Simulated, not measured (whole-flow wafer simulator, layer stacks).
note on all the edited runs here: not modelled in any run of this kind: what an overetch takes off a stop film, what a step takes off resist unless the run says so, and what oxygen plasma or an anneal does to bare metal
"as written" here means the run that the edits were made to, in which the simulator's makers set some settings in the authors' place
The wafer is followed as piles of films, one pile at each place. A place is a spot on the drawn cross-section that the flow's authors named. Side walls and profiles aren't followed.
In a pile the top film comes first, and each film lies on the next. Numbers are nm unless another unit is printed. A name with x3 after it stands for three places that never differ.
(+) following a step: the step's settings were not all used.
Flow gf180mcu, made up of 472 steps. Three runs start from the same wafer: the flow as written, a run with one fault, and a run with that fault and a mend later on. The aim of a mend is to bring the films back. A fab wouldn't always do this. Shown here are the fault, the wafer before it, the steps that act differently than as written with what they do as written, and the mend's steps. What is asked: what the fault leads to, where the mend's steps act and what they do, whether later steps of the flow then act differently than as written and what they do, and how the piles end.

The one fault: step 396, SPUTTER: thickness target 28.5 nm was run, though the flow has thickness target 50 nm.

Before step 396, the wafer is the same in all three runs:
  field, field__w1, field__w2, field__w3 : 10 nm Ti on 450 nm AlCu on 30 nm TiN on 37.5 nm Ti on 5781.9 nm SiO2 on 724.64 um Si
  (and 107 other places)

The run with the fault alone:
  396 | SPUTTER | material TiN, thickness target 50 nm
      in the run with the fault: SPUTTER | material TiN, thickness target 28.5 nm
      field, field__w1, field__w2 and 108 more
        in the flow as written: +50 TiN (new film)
        in the run with the fault: +28.5 TiN (new film)
  Steps further on in the flow that do not act as written (1 other step is not shown; it differs only slightly, by no more than 2% or 0.5 nm, whichever is larger):
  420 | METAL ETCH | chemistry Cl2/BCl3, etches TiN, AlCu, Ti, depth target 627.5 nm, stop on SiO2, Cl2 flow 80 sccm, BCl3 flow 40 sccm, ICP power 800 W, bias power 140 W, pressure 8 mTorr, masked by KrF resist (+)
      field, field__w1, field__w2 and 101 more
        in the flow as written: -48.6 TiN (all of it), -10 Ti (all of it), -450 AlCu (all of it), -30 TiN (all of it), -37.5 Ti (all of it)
        in the run with the fault: -27.1 TiN (all of it), -10 Ti (all of it), -450 AlCu (all of it), -30 TiN (all of it), -37.5 Ti (all of it)
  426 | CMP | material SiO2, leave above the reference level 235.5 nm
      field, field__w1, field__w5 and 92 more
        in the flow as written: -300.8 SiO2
        in the run with the fault: -322.3 SiO2
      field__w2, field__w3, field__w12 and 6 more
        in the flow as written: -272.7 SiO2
        in the run with the fault: -295.1 SiO2
  The piles end different from the flow's at field__w4, field__w8, contact, m1, m1__w1, mim, mim_1p0, m1_nw by more than 2% or 0.5 nm, whichever is larger.
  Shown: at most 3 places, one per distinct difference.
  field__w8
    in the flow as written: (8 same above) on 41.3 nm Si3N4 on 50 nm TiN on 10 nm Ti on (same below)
    in the run with the fault: (8 same above) on 41.3 nm Si3N4 on 28.5 nm TiN on 10 nm Ti on (same below)
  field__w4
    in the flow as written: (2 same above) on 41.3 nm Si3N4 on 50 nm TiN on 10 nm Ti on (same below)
    in the run with the fault: (2 same above) on 41.3 nm Si3N4 on 28.5 nm TiN on 10 nm Ti on (same below)
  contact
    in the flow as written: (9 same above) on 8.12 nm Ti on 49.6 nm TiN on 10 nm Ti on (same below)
    in the run with the fault: (9 same above) on 8.12 nm Ti on 28.1 nm TiN on 10 nm Ti on (same below)

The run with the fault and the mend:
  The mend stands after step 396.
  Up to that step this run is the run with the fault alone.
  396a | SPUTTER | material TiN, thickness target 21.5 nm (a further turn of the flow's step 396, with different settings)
      field, field__w1, field__w2 and 108 more
        +21.5 TiN
  None of the later steps of the flow acts differently than as written at any place that is followed.
  By the end, the piles equal the flow's at every place that both follow.
